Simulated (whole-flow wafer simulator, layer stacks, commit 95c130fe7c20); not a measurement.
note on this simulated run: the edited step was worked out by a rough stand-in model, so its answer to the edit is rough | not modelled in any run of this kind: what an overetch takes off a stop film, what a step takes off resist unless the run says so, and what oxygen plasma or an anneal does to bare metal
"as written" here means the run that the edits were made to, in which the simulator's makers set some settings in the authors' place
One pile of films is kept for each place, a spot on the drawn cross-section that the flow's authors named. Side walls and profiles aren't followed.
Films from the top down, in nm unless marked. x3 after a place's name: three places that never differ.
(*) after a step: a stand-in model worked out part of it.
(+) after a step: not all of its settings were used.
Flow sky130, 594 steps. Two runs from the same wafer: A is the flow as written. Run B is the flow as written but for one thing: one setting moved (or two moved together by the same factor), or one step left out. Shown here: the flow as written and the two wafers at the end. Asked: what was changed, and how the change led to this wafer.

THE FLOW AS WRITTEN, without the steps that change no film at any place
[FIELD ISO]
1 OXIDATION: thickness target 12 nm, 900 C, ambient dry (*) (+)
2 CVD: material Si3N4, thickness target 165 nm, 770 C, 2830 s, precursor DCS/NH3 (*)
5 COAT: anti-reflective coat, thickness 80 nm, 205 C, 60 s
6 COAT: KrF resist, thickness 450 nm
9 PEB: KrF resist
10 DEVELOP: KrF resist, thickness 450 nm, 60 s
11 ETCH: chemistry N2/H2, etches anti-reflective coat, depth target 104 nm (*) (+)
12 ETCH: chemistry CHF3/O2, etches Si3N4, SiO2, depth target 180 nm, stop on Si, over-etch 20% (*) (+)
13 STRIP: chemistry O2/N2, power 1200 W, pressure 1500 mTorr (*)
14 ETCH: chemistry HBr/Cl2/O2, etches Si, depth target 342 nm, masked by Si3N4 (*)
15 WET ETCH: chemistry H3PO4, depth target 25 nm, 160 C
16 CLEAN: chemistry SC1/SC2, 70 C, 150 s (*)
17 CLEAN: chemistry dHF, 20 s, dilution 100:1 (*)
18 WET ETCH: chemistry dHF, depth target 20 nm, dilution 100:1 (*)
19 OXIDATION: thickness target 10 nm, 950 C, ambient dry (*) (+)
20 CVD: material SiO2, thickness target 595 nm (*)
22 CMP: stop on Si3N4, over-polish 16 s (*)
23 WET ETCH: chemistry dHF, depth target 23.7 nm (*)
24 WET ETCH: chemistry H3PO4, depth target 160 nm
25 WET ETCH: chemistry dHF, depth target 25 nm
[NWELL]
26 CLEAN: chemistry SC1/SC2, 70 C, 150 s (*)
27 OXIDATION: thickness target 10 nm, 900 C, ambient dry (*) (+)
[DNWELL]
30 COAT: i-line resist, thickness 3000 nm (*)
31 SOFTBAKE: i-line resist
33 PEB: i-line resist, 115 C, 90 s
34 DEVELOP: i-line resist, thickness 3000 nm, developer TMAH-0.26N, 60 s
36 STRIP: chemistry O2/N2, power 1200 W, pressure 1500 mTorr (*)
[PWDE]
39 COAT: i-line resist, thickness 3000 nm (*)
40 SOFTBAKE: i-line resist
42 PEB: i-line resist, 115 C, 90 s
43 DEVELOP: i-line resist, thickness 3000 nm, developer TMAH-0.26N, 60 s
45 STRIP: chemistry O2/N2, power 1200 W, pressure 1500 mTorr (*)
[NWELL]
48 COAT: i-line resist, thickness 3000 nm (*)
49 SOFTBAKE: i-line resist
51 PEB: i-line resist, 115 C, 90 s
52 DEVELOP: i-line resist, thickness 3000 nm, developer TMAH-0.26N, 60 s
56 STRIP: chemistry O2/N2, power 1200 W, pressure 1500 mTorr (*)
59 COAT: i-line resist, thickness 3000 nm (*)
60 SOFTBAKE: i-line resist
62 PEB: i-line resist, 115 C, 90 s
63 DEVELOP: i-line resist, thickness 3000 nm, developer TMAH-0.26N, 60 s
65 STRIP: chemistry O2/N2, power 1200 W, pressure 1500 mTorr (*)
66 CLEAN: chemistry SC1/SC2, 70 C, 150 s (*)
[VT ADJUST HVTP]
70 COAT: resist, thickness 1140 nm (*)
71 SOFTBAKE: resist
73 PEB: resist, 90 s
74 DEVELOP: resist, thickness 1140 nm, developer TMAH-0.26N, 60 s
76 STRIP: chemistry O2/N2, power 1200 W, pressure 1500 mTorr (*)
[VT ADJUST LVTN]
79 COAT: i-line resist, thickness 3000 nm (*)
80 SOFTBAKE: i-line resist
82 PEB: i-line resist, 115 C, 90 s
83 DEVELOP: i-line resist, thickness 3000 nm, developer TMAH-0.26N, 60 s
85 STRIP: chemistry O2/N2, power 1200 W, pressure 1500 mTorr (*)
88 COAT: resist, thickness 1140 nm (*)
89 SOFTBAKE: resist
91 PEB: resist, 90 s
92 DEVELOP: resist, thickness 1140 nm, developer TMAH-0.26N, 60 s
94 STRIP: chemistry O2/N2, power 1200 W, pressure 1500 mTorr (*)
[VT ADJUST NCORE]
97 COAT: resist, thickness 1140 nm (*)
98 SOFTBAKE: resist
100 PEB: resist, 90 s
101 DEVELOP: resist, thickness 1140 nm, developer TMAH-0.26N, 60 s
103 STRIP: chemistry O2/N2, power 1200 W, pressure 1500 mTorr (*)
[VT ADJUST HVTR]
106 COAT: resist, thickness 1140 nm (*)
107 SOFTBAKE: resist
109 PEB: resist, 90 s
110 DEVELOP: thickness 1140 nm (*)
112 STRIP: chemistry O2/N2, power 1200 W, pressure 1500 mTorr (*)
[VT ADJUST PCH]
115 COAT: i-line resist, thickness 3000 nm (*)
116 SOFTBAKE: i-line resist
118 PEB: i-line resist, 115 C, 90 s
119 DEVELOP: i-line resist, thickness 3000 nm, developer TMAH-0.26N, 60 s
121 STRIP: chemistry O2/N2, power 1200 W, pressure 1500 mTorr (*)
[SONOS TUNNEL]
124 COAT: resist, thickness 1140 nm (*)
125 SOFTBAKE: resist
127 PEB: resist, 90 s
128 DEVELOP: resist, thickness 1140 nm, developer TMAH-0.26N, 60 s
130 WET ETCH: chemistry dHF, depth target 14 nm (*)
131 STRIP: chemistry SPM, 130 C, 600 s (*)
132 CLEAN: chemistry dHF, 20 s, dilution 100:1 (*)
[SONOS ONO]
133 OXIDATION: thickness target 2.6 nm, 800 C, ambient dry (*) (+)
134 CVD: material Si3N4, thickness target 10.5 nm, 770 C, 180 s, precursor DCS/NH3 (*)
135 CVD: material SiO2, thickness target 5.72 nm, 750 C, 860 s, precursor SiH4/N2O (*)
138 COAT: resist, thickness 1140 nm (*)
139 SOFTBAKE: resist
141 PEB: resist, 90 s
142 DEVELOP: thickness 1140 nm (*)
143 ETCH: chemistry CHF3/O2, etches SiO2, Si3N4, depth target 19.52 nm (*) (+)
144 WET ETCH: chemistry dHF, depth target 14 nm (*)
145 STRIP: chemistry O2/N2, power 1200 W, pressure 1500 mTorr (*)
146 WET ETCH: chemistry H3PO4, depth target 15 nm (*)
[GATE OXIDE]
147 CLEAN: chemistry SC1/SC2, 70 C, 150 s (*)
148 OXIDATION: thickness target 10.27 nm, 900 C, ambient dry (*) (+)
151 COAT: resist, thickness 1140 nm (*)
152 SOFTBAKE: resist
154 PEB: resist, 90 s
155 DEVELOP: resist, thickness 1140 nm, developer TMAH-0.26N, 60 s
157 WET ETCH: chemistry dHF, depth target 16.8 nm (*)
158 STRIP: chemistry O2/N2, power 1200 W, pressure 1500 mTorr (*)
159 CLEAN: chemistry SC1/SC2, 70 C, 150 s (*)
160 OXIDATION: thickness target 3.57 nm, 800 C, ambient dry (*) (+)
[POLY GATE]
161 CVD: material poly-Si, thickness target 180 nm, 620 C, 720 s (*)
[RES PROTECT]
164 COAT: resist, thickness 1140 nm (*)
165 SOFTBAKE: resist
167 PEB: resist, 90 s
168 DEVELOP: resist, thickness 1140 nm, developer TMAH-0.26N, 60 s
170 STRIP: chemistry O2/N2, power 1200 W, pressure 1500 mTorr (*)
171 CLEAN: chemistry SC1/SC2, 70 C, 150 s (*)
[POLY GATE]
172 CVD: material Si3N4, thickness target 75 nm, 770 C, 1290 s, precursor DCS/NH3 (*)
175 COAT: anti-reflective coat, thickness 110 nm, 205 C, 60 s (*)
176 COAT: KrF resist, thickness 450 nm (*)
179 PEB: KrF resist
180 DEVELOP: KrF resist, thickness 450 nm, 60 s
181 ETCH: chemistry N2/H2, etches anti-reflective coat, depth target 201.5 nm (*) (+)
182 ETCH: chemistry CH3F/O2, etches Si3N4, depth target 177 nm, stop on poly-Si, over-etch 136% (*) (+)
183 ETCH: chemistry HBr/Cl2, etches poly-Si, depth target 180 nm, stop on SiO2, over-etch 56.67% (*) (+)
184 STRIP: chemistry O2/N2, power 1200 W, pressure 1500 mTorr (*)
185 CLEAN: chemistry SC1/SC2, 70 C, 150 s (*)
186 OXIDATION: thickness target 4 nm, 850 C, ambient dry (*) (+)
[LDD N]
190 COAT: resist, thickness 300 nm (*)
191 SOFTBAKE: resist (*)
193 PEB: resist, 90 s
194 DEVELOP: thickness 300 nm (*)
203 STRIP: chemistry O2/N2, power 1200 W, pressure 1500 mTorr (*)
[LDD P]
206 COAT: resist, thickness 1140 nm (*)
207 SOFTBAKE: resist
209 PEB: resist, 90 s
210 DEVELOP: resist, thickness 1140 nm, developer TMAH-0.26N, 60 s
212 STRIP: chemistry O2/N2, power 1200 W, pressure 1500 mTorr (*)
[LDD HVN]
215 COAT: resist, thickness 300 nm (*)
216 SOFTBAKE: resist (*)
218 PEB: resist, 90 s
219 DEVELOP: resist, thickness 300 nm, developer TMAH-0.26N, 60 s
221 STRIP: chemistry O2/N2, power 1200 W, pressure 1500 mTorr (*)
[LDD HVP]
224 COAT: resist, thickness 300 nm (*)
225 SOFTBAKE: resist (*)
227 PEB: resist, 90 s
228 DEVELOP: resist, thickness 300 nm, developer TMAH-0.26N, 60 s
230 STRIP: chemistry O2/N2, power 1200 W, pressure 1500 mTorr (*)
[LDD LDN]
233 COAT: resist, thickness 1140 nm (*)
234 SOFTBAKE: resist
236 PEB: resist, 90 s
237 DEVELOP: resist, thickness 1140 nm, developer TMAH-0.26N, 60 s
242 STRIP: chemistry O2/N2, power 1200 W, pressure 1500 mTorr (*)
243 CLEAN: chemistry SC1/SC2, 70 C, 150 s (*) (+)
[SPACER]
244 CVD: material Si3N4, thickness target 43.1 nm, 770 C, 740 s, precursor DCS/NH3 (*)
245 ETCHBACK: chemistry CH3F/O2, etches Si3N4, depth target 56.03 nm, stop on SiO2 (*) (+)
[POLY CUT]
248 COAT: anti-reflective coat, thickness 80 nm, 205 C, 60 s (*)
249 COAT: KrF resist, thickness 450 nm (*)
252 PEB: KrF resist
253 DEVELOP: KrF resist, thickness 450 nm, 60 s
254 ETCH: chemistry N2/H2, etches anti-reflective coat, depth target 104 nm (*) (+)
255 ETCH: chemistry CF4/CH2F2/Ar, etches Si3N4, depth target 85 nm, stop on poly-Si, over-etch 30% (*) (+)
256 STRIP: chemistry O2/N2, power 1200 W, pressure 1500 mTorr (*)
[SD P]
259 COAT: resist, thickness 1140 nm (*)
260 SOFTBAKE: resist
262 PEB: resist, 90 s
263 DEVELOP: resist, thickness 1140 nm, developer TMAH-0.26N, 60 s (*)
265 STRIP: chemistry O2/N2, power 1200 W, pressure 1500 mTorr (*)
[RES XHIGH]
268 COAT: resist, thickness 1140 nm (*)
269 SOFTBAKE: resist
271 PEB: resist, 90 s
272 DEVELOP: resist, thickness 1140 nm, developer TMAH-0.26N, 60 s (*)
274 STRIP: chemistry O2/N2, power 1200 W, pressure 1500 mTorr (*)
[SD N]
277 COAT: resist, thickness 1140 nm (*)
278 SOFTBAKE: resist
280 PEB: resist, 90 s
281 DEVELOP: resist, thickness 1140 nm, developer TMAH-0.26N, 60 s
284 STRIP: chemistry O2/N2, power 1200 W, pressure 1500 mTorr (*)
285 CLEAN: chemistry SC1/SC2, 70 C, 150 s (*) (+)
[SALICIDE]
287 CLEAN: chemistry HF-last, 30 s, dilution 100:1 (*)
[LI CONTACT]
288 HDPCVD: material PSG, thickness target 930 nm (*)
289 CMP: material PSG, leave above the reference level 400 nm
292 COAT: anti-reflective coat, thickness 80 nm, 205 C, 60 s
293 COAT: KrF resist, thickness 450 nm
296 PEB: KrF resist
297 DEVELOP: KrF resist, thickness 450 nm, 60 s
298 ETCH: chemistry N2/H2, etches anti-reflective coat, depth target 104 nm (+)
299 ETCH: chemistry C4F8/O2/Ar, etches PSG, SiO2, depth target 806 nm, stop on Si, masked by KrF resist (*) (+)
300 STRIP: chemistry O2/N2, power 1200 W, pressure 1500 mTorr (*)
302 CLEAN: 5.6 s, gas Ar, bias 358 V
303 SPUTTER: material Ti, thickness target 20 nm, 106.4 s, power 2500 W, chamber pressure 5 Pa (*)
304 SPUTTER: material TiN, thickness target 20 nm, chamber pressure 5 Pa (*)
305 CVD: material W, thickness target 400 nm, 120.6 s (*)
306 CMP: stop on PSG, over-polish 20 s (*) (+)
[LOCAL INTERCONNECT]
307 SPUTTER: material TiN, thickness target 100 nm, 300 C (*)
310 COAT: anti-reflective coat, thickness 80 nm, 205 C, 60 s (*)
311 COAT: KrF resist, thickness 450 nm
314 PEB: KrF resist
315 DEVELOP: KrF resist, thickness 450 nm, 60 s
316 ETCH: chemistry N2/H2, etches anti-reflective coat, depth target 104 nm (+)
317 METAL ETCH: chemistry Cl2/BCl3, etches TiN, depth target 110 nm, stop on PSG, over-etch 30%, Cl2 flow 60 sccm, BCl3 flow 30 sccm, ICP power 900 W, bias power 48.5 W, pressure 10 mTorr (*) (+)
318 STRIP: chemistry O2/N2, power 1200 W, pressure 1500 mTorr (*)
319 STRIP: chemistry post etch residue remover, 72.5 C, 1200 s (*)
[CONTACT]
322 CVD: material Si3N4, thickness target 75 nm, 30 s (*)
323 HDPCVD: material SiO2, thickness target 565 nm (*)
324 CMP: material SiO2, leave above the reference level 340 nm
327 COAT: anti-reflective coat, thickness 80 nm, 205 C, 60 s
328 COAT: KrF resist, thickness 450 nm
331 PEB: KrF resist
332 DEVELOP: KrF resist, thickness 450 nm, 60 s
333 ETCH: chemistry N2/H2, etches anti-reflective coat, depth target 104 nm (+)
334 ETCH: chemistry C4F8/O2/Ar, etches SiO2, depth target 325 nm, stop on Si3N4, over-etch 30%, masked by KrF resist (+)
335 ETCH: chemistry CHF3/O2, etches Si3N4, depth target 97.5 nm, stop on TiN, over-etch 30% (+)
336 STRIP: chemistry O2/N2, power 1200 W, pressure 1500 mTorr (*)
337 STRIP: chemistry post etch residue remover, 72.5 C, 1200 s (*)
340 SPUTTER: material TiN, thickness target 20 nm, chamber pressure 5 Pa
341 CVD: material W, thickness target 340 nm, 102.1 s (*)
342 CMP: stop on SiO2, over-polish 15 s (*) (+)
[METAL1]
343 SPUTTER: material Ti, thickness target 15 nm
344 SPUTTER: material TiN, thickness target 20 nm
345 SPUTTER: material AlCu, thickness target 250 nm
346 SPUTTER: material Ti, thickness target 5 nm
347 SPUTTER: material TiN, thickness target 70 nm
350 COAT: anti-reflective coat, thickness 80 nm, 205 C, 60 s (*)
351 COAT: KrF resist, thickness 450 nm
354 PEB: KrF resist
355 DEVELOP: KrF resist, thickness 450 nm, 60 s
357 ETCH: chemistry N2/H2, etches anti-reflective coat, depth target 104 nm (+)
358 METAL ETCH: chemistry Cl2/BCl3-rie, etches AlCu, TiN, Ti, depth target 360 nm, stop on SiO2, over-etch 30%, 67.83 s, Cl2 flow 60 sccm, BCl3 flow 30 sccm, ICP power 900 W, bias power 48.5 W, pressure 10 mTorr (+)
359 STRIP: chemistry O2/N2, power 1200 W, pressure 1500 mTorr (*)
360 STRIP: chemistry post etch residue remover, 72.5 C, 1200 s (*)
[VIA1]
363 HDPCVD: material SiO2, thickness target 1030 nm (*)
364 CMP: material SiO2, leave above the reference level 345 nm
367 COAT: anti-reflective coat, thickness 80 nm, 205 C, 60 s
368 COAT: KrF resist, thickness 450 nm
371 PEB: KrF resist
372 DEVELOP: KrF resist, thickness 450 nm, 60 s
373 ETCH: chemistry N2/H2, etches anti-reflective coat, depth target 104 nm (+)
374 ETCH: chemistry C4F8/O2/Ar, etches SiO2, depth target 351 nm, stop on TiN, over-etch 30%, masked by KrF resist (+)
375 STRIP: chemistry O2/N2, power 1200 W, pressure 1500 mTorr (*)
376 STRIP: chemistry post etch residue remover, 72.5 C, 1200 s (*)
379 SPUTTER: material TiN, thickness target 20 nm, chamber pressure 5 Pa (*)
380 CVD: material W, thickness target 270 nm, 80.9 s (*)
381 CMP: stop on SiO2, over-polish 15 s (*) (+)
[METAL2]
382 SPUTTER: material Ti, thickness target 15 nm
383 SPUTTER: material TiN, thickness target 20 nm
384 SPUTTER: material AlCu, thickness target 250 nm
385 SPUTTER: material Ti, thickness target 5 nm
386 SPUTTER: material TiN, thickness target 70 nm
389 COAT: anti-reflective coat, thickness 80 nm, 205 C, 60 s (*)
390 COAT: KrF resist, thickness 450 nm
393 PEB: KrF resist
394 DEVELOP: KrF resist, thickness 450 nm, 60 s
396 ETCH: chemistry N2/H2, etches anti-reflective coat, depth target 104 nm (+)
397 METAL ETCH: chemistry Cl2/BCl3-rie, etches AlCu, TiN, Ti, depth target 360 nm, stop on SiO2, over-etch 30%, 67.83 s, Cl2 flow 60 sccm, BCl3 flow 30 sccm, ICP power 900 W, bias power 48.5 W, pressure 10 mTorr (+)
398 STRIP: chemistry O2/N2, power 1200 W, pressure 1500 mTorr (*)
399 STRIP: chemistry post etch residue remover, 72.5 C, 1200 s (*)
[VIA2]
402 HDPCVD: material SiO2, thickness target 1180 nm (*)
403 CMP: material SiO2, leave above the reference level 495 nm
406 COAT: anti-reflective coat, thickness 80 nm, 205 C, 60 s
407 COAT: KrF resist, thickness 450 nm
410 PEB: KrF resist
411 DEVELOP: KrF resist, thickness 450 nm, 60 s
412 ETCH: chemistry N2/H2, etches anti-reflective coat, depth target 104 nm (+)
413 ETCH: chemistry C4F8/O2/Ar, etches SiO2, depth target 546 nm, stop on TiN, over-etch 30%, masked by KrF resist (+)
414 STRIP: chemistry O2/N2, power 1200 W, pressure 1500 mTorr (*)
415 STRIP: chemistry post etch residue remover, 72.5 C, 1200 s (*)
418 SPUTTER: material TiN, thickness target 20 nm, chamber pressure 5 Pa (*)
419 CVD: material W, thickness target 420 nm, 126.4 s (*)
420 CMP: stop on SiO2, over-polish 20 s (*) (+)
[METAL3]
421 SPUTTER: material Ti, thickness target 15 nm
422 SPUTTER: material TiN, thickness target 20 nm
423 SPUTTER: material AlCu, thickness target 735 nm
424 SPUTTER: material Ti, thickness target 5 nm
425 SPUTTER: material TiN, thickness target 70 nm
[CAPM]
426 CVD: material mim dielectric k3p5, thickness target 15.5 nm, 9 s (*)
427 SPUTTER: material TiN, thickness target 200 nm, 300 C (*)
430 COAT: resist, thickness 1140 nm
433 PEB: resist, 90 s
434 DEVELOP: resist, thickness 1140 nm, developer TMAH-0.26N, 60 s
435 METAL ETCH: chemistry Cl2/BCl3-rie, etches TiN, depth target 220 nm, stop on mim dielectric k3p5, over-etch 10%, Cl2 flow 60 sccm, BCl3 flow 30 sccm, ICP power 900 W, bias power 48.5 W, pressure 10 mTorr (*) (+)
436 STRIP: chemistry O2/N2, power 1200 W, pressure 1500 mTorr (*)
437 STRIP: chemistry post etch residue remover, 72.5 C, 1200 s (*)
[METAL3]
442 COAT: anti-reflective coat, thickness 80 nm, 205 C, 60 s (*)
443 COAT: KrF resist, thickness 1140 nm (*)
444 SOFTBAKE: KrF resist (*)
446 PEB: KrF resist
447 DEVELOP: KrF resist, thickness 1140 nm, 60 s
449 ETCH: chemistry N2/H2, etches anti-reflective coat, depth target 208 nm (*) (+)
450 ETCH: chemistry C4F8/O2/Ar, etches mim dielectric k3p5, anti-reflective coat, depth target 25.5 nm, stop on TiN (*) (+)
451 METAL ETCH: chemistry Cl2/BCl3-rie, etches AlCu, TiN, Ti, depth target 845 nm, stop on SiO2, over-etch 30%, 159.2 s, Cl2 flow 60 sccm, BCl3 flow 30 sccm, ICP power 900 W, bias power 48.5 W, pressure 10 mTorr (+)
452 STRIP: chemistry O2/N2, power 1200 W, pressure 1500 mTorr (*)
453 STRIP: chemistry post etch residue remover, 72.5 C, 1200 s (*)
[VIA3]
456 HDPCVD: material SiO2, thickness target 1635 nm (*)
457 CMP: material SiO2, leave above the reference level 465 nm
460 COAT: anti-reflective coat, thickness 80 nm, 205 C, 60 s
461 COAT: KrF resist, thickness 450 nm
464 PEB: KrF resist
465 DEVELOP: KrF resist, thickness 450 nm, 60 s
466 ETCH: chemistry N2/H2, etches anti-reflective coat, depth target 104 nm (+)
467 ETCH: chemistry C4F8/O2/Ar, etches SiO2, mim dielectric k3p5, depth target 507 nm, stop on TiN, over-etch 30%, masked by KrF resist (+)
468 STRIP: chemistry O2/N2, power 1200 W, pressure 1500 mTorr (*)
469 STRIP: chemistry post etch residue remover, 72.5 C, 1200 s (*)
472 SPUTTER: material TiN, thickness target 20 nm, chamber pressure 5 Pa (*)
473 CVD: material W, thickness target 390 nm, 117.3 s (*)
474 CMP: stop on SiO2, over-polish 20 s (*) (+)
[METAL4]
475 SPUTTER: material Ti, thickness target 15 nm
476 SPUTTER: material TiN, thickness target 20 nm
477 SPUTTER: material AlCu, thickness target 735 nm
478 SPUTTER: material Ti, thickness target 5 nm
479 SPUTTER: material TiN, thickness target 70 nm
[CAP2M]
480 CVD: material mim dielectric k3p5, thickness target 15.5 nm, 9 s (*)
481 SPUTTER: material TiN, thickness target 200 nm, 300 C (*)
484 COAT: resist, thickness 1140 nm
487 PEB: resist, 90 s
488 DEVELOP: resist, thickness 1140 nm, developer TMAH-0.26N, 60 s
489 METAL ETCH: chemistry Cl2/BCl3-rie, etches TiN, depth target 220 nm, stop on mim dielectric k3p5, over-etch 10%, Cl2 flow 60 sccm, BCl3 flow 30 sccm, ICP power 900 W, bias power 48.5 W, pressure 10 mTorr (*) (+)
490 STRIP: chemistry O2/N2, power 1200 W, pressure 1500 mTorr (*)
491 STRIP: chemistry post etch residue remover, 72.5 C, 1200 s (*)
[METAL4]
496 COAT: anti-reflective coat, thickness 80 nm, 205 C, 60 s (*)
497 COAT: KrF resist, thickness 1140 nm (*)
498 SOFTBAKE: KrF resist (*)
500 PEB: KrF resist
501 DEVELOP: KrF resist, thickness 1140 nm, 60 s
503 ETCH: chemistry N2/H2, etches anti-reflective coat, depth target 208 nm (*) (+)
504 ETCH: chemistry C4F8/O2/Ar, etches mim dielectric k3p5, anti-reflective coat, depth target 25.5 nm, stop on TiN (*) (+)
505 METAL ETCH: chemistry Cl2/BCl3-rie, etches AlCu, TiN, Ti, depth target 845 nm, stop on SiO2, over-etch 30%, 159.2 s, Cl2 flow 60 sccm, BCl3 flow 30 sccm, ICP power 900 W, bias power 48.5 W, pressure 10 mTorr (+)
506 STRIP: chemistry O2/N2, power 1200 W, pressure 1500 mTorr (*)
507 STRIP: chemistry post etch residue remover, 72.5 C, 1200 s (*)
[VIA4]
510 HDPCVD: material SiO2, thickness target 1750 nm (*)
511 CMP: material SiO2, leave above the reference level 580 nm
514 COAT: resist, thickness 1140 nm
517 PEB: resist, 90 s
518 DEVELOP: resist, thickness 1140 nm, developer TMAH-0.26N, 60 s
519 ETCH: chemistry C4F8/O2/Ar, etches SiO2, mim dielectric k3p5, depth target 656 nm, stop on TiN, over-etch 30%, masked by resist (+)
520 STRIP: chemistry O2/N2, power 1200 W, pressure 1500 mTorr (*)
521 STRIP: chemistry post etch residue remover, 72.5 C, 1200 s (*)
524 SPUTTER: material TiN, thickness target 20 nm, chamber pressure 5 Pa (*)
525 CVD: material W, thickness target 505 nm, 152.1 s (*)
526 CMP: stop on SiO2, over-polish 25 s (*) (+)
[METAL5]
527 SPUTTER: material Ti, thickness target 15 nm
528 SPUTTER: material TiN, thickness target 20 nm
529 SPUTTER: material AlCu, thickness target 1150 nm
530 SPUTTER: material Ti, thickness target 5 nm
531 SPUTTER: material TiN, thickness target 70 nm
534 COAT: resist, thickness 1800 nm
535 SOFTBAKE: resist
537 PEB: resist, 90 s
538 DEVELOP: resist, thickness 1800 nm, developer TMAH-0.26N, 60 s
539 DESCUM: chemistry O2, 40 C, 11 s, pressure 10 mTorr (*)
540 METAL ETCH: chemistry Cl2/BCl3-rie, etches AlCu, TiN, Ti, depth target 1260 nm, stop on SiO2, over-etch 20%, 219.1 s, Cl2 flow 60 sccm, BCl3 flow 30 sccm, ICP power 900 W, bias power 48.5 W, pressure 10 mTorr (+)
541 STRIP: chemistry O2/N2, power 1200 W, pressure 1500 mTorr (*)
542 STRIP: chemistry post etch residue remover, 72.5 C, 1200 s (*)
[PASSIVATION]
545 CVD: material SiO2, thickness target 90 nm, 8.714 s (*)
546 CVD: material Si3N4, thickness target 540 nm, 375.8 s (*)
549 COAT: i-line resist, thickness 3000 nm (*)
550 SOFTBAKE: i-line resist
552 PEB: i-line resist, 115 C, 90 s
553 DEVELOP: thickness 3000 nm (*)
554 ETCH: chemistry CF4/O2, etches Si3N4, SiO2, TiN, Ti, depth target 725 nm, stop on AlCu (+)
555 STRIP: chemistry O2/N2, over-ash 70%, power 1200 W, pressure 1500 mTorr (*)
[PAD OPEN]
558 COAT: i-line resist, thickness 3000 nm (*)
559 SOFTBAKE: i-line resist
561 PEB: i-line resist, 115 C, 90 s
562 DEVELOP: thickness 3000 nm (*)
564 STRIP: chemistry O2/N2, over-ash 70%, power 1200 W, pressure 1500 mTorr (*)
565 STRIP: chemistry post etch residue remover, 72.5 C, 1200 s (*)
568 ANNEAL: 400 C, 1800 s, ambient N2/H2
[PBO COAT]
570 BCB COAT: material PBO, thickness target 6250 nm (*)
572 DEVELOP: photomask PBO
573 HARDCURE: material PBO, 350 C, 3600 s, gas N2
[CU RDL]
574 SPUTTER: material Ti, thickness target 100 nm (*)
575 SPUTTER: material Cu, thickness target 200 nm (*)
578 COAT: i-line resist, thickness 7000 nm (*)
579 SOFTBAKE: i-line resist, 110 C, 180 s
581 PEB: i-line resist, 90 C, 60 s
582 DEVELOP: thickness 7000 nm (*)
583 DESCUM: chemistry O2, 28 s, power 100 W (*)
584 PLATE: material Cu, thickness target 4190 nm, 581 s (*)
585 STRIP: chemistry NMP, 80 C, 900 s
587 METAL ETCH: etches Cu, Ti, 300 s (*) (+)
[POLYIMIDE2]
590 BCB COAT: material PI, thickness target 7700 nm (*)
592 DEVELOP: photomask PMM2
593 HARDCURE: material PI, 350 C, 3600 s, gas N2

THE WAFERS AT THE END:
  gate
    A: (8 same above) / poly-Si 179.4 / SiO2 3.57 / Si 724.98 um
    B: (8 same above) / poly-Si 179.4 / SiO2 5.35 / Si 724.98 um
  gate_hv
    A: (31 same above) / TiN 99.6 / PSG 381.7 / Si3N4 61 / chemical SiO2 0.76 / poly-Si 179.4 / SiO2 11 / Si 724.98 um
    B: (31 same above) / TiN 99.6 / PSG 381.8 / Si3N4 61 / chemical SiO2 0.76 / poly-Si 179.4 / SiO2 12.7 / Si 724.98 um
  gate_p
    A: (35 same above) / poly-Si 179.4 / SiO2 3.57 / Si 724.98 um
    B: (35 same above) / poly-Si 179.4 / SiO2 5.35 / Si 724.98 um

The cause: step 160, OXIDATION: thickness target 5.35 nm was run, where the flow has thickness target 3.57 nm.
It can be read off the wafer: gate has SiO2 5.35, and step 160 as written asks for 3.57 nm.

How the change led to this, step by step:
  160 OXIDATION: thickness target 3.57 nm, 800 C, ambient dry (*) (+)
      active, n_well, p_well and 58 more: A SiO2 +3.57 (new film), chemical SiO2 -0.76 (all of it), Si -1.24 | B SiO2 +5.35 (new film), chemical SiO2 -0.76 (all of it), Si -2.02
      gate_hv, m1, pad and 37 more: A SiO2 +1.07, Si -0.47 | B SiO2 +2.75, Si -1.21
  175 COAT: anti-reflective coat, thickness 110 nm, 205 C, 60 s (*)
      rpm_encl, rpm_encl_psd: A anti-reflective coat +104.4 (new film) | B anti-reflective coat +108.5 (new film)
  181 ETCH: chemistry N2/H2, etches anti-reflective coat, depth target 201.5 nm (*) (+)
      rpm_encl, rpm_encl_psd: A anti-reflective coat -104.4 (all of it), Si3N4 -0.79 | B anti-reflective coat -108.5 (all of it), Si3N4 -0.73
  248 COAT: anti-reflective coat, thickness 80 nm, 205 C, 60 s (*)
      gate_p_hv: A anti-reflective coat +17 (new film) | B anti-reflective coat +16.3 (new film)
  256 STRIP: chemistry O2/N2, power 1200 W, pressure 1500 mTorr (*)
      gate_p_hv: A KrF resist -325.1 (all of it), anti-reflective coat -17 (all of it) | B KrF resist -325.3 (all of it), anti-reflective coat -16.3 (all of it)
  299 ETCH: chemistry C4F8/O2/Ar, etches PSG, SiO2, depth target 806 nm, stop on Si, masked by KrF resist (*) (+)
      contact, ndiff_licon, ndiff_licon_cpp: A PSG -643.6 (all of it), SiO2 -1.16 (all of it) | B PSG -643.7 (all of it), SiO2 -2.65 (all of it)
  306 CMP: stop on PSG, over-polish 20 s (*) (+)
      poly_licon: A W -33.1 | B W -32.2
